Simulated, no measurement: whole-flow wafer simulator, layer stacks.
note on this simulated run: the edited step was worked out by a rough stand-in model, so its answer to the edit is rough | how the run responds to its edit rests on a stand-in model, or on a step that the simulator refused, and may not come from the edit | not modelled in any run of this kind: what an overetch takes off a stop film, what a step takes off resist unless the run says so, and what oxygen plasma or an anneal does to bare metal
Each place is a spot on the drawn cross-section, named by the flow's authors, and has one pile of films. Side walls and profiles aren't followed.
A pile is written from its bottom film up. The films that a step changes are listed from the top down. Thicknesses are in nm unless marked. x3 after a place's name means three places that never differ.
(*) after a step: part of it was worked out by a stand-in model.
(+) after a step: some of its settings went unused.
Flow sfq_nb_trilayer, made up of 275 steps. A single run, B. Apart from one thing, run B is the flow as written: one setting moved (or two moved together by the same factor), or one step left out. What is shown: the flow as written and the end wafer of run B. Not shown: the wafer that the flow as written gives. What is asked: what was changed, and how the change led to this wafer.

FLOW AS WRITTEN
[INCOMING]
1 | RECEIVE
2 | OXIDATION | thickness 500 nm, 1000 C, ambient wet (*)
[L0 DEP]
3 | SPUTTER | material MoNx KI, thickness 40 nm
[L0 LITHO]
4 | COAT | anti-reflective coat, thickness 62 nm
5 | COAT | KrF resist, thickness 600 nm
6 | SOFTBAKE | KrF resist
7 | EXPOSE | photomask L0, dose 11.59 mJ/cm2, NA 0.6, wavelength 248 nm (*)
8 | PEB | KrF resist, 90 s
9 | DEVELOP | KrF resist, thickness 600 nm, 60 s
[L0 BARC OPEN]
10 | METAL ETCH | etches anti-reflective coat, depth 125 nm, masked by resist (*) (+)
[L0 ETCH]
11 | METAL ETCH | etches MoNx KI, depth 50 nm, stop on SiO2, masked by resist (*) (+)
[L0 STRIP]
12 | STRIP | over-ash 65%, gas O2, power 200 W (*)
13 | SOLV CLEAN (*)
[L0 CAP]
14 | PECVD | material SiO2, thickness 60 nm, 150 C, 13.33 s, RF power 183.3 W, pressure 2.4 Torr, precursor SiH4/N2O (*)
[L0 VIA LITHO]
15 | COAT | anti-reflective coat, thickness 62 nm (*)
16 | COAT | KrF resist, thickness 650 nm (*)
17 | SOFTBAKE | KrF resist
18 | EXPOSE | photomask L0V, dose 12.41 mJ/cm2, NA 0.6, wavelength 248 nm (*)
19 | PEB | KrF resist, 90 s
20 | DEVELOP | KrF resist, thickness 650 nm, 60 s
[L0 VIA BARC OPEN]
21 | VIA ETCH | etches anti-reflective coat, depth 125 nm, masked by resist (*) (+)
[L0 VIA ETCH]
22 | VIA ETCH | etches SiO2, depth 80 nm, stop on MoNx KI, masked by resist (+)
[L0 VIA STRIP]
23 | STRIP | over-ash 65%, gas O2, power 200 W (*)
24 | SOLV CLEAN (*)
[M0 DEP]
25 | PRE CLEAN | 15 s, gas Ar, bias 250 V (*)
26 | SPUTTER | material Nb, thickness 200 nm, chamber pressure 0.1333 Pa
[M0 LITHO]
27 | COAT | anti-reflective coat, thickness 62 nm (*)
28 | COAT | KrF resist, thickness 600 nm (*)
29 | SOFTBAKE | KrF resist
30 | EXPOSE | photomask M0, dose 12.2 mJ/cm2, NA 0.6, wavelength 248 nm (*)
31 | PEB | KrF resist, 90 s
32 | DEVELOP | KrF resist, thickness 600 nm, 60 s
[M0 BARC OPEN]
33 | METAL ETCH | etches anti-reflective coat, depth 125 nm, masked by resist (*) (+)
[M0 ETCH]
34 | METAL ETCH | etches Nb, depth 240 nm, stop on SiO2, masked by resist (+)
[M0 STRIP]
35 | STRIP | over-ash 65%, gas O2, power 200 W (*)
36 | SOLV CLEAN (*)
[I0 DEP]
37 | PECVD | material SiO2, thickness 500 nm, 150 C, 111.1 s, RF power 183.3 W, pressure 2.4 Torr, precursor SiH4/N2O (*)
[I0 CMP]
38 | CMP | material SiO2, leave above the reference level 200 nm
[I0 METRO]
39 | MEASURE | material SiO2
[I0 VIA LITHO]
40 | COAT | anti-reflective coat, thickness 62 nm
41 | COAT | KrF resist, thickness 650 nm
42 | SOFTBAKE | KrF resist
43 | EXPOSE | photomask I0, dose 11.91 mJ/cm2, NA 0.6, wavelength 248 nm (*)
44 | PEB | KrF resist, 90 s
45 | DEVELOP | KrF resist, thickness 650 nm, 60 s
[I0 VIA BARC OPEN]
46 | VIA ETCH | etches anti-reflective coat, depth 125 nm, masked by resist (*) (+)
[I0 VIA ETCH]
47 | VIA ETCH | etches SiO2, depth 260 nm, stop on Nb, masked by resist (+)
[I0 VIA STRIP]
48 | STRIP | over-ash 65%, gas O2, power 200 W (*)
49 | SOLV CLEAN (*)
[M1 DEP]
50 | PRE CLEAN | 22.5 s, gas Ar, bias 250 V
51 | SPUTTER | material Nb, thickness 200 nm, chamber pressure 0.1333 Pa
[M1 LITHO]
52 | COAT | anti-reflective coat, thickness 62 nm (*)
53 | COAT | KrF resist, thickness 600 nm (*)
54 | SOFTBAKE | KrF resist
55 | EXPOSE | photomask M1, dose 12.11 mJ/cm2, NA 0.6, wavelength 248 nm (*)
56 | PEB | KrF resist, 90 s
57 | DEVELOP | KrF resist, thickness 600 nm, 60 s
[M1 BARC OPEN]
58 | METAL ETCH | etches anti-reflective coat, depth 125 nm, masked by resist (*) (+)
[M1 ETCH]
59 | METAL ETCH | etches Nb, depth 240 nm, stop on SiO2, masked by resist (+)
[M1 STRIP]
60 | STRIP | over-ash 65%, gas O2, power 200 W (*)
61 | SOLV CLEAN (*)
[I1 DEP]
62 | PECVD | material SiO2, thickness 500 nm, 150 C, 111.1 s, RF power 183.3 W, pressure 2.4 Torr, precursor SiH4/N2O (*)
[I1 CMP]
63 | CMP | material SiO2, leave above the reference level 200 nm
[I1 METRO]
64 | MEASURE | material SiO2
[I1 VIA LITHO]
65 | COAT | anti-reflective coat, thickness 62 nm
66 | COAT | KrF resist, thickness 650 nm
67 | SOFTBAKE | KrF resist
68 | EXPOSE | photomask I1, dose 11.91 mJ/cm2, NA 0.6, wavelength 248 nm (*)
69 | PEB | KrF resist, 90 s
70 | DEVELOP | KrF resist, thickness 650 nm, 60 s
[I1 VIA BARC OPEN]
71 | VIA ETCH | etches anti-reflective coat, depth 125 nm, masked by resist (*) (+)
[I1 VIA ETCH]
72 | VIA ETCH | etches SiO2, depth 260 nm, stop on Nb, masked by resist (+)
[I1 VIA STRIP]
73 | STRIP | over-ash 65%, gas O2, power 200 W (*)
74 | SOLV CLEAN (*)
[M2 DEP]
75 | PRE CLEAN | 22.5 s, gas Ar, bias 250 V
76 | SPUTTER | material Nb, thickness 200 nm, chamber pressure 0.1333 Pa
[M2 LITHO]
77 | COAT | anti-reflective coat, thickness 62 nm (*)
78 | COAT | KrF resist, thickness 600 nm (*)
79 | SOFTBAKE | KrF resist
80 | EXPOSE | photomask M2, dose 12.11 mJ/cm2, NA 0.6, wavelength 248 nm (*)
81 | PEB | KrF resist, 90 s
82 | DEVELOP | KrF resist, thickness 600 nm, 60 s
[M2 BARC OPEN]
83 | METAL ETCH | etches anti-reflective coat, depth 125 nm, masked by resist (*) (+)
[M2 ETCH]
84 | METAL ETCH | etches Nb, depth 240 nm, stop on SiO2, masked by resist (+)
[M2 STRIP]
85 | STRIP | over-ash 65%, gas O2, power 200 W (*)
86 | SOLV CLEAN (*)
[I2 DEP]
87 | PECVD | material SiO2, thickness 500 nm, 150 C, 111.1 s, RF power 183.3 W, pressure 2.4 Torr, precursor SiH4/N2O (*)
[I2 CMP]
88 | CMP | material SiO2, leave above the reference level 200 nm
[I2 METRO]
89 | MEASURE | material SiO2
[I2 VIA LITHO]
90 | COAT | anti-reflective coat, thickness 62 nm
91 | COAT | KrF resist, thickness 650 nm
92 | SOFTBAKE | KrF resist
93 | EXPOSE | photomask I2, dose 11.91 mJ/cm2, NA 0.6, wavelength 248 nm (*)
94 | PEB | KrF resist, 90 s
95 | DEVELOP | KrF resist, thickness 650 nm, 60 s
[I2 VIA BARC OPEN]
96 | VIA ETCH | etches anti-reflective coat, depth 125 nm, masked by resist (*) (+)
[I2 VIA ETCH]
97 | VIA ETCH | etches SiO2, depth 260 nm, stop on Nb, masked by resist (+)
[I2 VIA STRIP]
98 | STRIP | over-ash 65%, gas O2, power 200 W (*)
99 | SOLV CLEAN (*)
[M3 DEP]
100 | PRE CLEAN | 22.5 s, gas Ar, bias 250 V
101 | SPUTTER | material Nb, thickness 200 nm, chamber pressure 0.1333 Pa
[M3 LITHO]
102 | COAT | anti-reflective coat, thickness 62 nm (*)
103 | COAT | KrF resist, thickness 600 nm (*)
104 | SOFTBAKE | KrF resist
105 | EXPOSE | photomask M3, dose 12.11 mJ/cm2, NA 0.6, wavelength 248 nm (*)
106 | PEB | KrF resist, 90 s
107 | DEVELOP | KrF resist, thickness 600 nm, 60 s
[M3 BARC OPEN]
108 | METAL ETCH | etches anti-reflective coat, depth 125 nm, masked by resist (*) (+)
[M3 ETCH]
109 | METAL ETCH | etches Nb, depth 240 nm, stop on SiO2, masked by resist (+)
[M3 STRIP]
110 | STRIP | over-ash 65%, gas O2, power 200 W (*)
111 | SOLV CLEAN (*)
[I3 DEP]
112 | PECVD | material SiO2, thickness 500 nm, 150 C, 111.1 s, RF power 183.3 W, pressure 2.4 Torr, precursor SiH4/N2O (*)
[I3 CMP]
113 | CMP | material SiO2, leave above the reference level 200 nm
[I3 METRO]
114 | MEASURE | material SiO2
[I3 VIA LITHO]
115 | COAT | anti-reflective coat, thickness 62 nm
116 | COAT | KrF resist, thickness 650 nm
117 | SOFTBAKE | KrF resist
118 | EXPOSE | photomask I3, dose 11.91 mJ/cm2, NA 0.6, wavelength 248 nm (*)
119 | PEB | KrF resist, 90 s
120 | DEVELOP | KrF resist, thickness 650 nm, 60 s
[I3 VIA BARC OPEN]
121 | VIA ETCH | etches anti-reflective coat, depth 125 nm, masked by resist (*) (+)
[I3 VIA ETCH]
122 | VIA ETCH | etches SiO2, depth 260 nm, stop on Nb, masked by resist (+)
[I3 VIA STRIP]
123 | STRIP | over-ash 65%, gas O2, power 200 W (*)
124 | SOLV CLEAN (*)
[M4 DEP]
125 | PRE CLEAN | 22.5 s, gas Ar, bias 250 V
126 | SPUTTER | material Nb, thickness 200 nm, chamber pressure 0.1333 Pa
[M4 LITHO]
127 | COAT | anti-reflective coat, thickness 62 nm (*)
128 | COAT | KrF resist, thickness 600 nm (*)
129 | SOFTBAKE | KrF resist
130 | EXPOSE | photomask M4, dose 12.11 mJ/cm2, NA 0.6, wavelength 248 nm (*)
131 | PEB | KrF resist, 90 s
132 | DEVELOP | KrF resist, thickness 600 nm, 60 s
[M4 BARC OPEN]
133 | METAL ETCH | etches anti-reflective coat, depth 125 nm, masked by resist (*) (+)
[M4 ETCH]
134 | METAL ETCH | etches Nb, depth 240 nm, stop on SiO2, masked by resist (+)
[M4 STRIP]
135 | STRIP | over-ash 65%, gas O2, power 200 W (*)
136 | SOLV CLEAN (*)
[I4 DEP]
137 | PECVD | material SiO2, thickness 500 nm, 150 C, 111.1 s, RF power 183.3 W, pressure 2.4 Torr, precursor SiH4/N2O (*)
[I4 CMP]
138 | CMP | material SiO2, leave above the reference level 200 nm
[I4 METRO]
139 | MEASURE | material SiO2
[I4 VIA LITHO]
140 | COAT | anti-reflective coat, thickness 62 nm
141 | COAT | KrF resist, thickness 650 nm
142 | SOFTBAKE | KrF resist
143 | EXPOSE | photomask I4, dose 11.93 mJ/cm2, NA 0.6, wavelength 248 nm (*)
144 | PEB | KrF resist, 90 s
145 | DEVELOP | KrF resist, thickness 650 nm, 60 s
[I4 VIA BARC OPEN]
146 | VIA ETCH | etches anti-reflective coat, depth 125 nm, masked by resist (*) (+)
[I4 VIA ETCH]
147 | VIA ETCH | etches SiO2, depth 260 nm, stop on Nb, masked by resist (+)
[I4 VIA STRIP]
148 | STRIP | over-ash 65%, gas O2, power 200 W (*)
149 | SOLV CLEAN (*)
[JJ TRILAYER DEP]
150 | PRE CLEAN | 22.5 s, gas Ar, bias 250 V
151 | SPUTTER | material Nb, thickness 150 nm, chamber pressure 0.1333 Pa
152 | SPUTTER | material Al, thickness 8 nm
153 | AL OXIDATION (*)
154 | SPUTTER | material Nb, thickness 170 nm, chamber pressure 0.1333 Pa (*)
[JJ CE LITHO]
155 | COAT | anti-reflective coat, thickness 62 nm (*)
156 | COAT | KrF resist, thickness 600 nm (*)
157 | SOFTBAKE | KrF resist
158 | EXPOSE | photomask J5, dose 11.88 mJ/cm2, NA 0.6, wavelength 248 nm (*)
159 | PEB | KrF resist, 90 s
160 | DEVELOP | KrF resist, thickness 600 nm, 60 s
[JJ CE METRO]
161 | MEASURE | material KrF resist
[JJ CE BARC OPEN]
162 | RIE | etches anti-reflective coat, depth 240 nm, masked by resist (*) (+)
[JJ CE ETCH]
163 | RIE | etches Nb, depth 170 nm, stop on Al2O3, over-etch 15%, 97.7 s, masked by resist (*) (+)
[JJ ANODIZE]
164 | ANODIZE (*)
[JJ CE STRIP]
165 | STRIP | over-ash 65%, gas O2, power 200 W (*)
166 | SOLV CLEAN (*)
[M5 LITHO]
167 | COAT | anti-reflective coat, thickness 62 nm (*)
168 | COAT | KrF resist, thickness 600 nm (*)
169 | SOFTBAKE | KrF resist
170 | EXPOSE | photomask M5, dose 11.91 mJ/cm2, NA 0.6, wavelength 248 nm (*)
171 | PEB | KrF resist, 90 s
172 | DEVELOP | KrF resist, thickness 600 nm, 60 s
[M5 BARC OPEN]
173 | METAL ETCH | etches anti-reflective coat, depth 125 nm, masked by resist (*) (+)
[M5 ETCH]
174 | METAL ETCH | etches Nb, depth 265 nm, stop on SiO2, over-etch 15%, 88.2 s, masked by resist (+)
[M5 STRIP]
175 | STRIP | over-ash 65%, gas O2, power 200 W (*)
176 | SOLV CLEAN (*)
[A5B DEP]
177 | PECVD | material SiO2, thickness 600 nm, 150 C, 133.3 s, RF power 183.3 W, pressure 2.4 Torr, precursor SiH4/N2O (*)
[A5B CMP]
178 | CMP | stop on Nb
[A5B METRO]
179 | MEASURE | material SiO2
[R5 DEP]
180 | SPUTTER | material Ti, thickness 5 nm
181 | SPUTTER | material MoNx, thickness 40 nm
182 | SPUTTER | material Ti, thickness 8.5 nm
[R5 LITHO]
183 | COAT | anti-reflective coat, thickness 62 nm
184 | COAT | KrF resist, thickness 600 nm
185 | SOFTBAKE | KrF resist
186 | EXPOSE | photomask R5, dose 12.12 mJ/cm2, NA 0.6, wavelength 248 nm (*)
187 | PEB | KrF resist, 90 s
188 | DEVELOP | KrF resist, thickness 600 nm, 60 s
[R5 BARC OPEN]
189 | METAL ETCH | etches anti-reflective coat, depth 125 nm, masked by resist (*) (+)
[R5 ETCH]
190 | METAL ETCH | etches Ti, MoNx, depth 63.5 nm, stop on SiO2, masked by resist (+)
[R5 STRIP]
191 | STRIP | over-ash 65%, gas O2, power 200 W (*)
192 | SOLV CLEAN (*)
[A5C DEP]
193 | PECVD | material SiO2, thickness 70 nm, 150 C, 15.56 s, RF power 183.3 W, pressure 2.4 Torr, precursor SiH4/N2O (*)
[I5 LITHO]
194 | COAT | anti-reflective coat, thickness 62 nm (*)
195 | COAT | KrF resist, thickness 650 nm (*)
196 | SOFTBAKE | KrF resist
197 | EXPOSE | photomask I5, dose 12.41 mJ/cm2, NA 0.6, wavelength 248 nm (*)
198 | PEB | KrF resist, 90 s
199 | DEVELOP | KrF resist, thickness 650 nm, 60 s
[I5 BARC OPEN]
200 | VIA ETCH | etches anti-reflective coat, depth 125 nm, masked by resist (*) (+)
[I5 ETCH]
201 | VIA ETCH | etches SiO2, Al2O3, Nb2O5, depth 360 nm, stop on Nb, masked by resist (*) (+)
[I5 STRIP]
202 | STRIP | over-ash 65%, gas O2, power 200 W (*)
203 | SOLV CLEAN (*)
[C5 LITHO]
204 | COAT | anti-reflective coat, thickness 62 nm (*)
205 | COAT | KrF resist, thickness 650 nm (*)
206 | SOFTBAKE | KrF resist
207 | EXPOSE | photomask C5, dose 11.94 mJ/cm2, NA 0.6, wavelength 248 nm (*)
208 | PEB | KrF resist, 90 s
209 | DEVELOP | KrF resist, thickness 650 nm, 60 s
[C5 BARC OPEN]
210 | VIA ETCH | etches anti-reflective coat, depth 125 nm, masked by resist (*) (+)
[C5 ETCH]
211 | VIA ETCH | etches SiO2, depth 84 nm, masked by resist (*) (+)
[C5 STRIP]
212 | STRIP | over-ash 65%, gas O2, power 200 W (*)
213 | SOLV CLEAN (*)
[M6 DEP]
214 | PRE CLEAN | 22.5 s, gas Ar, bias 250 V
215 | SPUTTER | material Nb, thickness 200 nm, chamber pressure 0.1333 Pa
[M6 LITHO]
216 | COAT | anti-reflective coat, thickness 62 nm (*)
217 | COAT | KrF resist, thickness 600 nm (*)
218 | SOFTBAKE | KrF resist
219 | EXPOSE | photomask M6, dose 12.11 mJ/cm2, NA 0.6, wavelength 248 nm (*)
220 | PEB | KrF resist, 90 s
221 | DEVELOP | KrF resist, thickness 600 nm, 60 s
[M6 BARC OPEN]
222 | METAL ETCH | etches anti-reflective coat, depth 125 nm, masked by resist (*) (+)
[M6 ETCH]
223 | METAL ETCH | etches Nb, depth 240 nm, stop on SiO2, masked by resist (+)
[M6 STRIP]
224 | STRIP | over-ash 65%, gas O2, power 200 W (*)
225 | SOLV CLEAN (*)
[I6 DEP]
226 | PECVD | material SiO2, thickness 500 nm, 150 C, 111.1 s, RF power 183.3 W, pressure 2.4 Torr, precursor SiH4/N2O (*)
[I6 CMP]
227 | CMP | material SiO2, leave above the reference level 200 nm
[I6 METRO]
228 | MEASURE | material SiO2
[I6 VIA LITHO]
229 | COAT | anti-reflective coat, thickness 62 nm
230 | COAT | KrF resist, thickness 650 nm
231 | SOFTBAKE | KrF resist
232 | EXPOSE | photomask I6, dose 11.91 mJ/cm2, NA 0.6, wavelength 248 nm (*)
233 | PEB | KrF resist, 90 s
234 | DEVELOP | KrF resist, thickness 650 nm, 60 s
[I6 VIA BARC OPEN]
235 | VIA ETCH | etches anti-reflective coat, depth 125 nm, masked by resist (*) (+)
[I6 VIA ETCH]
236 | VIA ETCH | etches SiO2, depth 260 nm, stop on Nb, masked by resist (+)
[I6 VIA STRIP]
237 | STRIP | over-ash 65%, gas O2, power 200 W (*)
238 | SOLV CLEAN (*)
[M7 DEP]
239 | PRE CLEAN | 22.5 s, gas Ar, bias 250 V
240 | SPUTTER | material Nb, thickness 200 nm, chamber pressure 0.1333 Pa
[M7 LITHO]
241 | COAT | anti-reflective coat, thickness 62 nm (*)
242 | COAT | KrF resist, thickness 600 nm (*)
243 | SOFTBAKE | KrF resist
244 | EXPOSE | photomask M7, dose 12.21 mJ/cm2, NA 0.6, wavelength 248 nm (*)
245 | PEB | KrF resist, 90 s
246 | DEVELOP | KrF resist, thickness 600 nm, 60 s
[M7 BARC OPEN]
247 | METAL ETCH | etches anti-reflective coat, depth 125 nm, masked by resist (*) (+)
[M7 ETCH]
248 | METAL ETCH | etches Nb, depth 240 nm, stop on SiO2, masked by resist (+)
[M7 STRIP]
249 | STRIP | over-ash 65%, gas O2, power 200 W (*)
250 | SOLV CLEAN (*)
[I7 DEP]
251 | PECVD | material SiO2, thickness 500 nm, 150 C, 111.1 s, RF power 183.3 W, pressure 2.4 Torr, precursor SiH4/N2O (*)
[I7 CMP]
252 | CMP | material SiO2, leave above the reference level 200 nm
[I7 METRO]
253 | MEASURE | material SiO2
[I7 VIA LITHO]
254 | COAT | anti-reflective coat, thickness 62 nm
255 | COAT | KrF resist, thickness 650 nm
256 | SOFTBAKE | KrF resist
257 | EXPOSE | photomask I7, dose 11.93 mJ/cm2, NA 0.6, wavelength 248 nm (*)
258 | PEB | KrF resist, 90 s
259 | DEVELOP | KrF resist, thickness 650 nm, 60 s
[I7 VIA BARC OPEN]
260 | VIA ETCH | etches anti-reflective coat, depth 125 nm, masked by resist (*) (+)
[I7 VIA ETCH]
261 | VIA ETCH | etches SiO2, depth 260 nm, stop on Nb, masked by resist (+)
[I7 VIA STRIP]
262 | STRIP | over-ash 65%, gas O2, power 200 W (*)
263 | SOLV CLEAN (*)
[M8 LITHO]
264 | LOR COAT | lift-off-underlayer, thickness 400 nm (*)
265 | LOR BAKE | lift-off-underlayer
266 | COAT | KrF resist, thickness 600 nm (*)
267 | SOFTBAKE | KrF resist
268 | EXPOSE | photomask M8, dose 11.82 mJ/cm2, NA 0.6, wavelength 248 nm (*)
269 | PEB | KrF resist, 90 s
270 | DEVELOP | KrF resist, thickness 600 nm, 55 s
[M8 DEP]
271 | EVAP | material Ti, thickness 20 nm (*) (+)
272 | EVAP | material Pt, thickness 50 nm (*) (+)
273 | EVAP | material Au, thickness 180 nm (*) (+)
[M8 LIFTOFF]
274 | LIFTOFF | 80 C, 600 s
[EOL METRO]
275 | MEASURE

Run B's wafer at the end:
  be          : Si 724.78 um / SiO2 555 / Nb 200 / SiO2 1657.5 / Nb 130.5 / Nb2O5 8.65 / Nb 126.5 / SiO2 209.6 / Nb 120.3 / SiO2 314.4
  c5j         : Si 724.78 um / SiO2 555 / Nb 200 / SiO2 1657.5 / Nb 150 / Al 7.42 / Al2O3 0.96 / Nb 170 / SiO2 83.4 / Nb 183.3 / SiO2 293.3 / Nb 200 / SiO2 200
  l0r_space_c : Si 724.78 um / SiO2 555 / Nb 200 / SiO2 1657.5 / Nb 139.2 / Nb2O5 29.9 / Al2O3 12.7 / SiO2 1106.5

Cause: step 137, PECVD: thickness 295 nm was run, though the flow has thickness 500 nm; step 137, PECVD: 65.56 s was run, where the flow has 111.1 s.

How this came from the change, step by step:
  137 | PECVD | material SiO2, thickness 500 nm, 150 C, 111.1 s, RF power 183.3 W, pressure 2.4 Torr, precursor SiH4/N2O (*)
      field_l, be, be_sur and 55 more: +295 SiO2 (as written it would have been: +500 SiO2)
      v_sur, via_wl, via_w and 35 more: +295 SiO2 (new film) (as written it would have been: +500 SiO2 (new film))
      (also at 10 further places)
  138 | CMP | material SiO2, leave above the reference level 200 nm
      field_l, be, be_sur and 55 more: nothing (as written it would have been: -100 SiO2)
      p3_s0, p3_s1, p3_s2, p3_s3, p3_s4, p3_s5: nothing (as written it would have been: -157.1 SiO2)
      (also at 42 further places)
  140 | COAT | anti-reflective coat, thickness 62 nm
      jj_sur, r_end, l0r_space_c, l0r_line_r: +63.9 anti-reflective coat (new film) (as written it would have been: +62 anti-reflective coat (new film))
      p3_s0, p3_s1, p3_s2, p3_s3: +101.3 anti-reflective coat (new film) (as written it would have been: +62 anti-reflective coat (new film))
      (also at 86 further places)
  141 | COAT | KrF resist, thickness 650 nm
      m0r_line_l, r5r_line_r, m6r_line_l, m7r_line_l: +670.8 KrF resist (new film) (as written it would have been: +650 KrF resist (new film))
      m0r_line_r, m6r_line_r, m7r_line_r: +670.7 KrF resist (new film) (as written it would have been: +650 KrF resist (new film))
      (also at 57 further places)
  145 | DEVELOP | KrF resist, thickness 650 nm, 60 s
      via_wl: -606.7 KrF resist (all of it) (as written it would have been: -648.6 KrF resist (all of it))
      via_w: -611.8 KrF resist (all of it) (as written it would have been: -648.6 KrF resist (all of it))
      (also at 1 further place)
  146 | VIA ETCH | etches anti-reflective coat, depth 125 nm, masked by resist (*) (+)
      field_l, v_sur, via_sp and 100 more: -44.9 KrF resist (as written it would have been: -51.7 KrF resist)
      via_wl, via_wr: -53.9 anti-reflective coat (all of it), -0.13 SiO2 (as written it would have been: -62 anti-reflective coat (all of it), -0.16 SiO2)
      (also at 1 further place)
  148 | STRIP | over-ash 65%, gas O2, power 200 W (*)
      m0r_line_l, m6r_line_l, m7r_line_l: -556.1 KrF resist (all of it), -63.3 anti-reflective coat (all of it) (as written it would have been: -528.6 KrF resist (all of it), -62 anti-reflective coat (all of it))
      m0r_space_l, m6r_space_l, m7r_space_l: -547.7 KrF resist (all of it), -76.4 anti-reflective coat (all of it) (as written it would have been: -528.6 KrF resist (all of it), -62 anti-reflective coat (all of it))
      (also at 89 further places)
  151 | SPUTTER | material Nb, thickness 150 nm, chamber pressure 0.1333 Pa
      lsp_r, l0_sur, l0v: +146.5 Nb (new film) (as written it would have been: +150 Nb (new film))
      be, lsp_l: +142.1 Nb (new film) (as written it would have been: +150 Nb (new film))
      (also at 1 further place)
  152 | SPUTTER | material Al, thickness 8 nm
      via_v: +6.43 Al (new film) (as written it would have been: +8 Al (new film))
  154 | SPUTTER | material Nb, thickness 170 nm, chamber pressure 0.1333 Pa (*)
      lsp_r, l0_sur, l0v: +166 Nb (new film) (as written it would have been: +170 Nb (new film))
      be, lsp_l: +160.3 Nb (new film) (as written it would have been: +170 Nb (new film))
      (also at 1 further place)
  155 | COAT | anti-reflective coat, thickness 62 nm (*)
      m0r_line_l, m0r_line_r, m6r_line_l, m6r_line_r, m7r_line_l, m7r_line_r: +63.5 anti-reflective coat (new film) (as written it would have been: +62 anti-reflective coat (new film))
      m0r_space_l, m0r_space_r, m6r_space_l, m6r_space_r, m7r_space_l, m7r_space_r: +74.1 anti-reflective coat (new film) (as written it would have been: +62 anti-reflective coat (new film))
      (also at 85 further places)
  156 | COAT | KrF resist, thickness 600 nm (*)
      m0r_line_l, m0r_line_r, m6r_line_l, m6r_line_r, m7r_line_l, m7r_line_r: +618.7 KrF resist (new film) (as written it would have been: +600 KrF resist (new film))
      m0r_space_l, m0r_space_r, m6r_space_l, m6r_space_r, m7r_space_l, m7r_space_r: +613 KrF resist (new film) (as written it would have been: +600 KrF resist (new film))
      (also at 59 further places)
  160 | DEVELOP | KrF resist, thickness 600 nm, 60 s
      m0r_line_l, m0r_line_r, m6r_line_l, m6r_line_r, m7r_line_l, m7r_line_r: -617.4 KrF resist (all of it) (as written it would have been: -598.7 KrF resist (all of it))
      m0r_space_l, m0r_space_r, m6r_space_l, m6r_space_r, m7r_space_l, m7r_space_r: -611.7 KrF resist (all of it) (as written it would have been: -598.7 KrF resist (all of it))
      (also at 58 further places)
  162 | RIE | etches anti-reflective coat, depth 240 nm, masked by resist (*) (+)
      m0r_line_l, m0r_line_r, m6r_line_l, m6r_line_r, m7r_line_l, m7r_line_r: -63.5 anti-reflective coat (all of it) (as written it would have been: -62 anti-reflective coat (all of it))
      m0r_space_l, m0r_space_r, m6r_space_l, m6r_space_r, m7r_space_l, m7r_space_r: -74.1 anti-reflective coat (all of it) (as written it would have been: -62 anti-reflective coat (all of it))
      (also at 85 further places)
  163 | RIE | etches Nb, depth 170 nm, stop on Al2O3, over-etch 15%, 97.7 s, masked by resist (*) (+)
      be, lsp_l: -160.3 Nb (all of it), -0.96 Al2O3 (all of it) (as written it would have been: -170 Nb (all of it), -0.51 Al2O3)
      via_v: -134.5 Nb (all of it), -0.96 Al2O3 (all of it) (as written it would have been: -170 Nb (all of it), -0.51 Al2O3)
      (also at 3 further places)
  164 | ANODIZE (*)
      be, lsp_l: +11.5 Al2O3 (new film), +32 Nb2O5 (new film), -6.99 Al (all of it), -11.5 Nb (as written it would have been: +12.2 Al2O3, +29.9 Nb2O5 (new film), -7.42 Al (all of it), -10.8 Nb)
      via_v: +9.65 Al2O3 (new film), +35.4 Nb2O5 (new film), -5.85 Al (all of it), -12.7 Nb (as written it would have been: +12.2 Al2O3, +29.9 Nb2O5 (new film), -7.42 Al (all of it), -10.8 Nb)
      (also at 3 further places)
  ... another 46 steps ...
  274 | LIFTOFF | 80 C, 600 s
      be: -180 Au (all of it), -50 Pt (all of it), -20 Ti (all of it), -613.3 KrF resist (all of it), -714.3 lift-off-underlayer (all of it) (as written it would have been: -180 Au (all of it), -50 Pt (all of it), -20 Ti (all of it), -572.1 KrF resist (all of it), -398.5 lift-off-underlayer (all of it))
      be_sur: -180 Au (all of it), -50 Pt (all of it), -20 Ti (all of it), -587.1 KrF resist (all of it), -366.6 lift-off-underlayer (all of it) (as written it would have been: -180 Au (all of it), -50 Pt (all of it), -20 Ti (all of it), -572.6 KrF resist (all of it), -398.9 lift-off-underlayer (all of it))
      (also at 1 further place)
With metal films that touch counted as one body, be has 4 bodies (between them, from the top down: SiO2 209.6; Nb2O5 8.65; SiO2 1657.5); the flow as written gives 3 bodies (between them, from the top down: SiO2 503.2; SiO2 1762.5).
With metal films that touch counted as one body, c5j has 5 bodies (between them, from the top down: SiO2 293.3; SiO2 83.4; Al2O3 0.96; SiO2 1657.5); the flow as written gives 4 bodies (between them, from the top down: SiO2 284.2; Al2O3 0.96; SiO2 1762.5).
